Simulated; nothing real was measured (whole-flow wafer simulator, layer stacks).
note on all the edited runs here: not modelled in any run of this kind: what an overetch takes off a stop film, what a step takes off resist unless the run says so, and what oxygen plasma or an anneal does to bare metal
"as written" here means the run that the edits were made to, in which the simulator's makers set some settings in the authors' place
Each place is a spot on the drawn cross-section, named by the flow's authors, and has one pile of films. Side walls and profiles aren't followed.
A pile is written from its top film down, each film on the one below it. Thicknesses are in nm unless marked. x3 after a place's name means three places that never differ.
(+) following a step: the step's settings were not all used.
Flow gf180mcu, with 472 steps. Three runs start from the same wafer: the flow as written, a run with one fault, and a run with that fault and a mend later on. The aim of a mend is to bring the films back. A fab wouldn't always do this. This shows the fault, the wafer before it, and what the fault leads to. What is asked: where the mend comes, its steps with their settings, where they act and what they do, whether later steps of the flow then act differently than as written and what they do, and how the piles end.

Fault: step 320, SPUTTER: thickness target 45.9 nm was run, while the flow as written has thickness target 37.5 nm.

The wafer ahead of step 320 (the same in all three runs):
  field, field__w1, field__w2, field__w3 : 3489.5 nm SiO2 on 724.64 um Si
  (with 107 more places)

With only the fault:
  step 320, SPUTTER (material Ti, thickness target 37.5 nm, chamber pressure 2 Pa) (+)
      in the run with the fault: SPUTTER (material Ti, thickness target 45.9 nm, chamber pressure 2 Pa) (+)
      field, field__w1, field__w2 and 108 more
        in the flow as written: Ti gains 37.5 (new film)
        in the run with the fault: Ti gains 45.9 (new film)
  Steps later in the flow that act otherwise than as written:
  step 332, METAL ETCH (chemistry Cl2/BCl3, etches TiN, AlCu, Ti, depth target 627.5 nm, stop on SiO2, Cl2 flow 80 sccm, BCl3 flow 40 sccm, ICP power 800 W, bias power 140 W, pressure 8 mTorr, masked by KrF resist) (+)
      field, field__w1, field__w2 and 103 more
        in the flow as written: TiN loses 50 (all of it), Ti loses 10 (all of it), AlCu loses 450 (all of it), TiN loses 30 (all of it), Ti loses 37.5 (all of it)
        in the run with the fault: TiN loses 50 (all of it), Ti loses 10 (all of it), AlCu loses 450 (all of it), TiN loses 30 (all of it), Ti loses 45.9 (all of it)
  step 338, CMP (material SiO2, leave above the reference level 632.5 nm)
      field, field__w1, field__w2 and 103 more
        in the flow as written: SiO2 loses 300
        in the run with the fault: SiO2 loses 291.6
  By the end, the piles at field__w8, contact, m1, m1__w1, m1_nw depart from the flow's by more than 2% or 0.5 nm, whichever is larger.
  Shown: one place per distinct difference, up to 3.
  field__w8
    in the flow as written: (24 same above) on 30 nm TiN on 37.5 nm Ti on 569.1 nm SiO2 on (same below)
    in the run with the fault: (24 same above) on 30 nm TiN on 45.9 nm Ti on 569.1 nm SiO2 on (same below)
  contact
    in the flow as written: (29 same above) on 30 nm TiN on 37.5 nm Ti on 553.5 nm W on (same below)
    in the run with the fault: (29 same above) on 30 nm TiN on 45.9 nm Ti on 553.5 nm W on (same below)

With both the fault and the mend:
  The mend stands after step 320.
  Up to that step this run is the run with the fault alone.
  step 320a, METAL ETCH (chemistry Cl2/BCl3, etches TiN, AlCu, Ti, depth target 8.4 nm, Cl2 flow 80 sccm, BCl3 flow 40 sccm, ICP power 800 W, bias power 140 W, pressure 8 mTorr) (a further turn of the flow's step 260, with different settings)
      field, field__w1, field__w2 and 108 more
        Ti loses 8.4
  Every later step of the flow that is run acts as written at every place that is followed.
  The piles end the same as the flow's at every place that both follow.
